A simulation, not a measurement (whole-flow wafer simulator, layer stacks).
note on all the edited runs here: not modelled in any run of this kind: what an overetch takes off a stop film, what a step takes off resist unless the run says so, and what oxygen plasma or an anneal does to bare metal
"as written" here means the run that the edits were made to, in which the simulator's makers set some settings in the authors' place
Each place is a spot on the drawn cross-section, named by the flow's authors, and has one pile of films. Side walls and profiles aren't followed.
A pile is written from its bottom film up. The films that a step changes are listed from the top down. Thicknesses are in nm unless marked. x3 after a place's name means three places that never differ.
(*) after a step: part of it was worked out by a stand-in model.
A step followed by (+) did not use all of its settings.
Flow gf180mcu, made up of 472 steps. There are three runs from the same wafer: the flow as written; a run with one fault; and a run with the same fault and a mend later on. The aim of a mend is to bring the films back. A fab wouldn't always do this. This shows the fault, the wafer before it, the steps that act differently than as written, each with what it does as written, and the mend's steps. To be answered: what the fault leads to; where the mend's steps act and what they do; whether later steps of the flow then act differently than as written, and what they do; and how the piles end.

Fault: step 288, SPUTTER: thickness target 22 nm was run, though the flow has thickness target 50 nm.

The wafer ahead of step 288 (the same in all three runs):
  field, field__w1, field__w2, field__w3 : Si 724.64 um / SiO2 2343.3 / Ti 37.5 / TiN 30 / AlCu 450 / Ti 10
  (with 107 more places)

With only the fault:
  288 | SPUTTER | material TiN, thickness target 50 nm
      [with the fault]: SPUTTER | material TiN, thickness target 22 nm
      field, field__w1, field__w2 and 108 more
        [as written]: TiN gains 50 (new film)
        [with the fault]: TiN gains 22 (new film)
  Later steps of the flow acting differently than as written (not shown: 2 more steps that differ only slightly, by at most 2% or 0.5 nm, whichever is larger):
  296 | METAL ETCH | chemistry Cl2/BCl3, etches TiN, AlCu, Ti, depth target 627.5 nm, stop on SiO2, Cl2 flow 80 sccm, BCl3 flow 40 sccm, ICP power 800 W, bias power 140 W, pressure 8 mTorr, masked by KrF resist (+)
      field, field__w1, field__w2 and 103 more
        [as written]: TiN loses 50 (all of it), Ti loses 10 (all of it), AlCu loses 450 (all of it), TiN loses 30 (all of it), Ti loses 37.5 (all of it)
        [with the fault]: TiN loses 22 (all of it), Ti loses 10 (all of it), AlCu loses 450 (all of it), TiN loses 30 (all of it), Ti loses 37.5 (all of it)
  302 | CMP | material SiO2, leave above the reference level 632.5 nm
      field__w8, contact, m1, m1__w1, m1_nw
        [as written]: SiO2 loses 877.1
        [with the fault]: SiO2 loses 849.1
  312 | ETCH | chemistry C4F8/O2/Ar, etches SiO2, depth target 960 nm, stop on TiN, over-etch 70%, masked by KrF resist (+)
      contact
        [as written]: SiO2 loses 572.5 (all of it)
        [with the fault]: SiO2 loses 600.5 (all of it)
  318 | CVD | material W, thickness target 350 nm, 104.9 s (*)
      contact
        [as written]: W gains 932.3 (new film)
        [with the fault]: W gains 960.5 (new film)
  The piles end different from the flow's at field__w8, contact, m1, m1__w1, m1_nw by more than 2% or 0.5 nm, whichever is larger.
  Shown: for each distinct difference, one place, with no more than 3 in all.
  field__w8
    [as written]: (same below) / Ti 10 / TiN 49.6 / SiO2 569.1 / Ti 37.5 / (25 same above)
    [with the fault]: (same below) / Ti 10 / TiN 21.6 / SiO2 597.1 / Ti 37.5 / (25 same above)
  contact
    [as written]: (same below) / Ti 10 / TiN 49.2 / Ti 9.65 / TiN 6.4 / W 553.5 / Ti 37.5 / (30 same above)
    [with the fault]: (same below) / Ti 10 / TiN 21.2 / Ti 9.5 / TiN 6.3 / W 581.8 / Ti 37.5 / (30 same above)

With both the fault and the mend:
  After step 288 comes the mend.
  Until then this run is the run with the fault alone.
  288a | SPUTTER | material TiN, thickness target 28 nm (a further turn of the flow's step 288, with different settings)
      field, field__w1, field__w2 and 108 more
        TiN gains 28
  Later steps of the flow that are run all act as written at every place that is followed.
  The piles end the same as the flow's at every place that both follow.
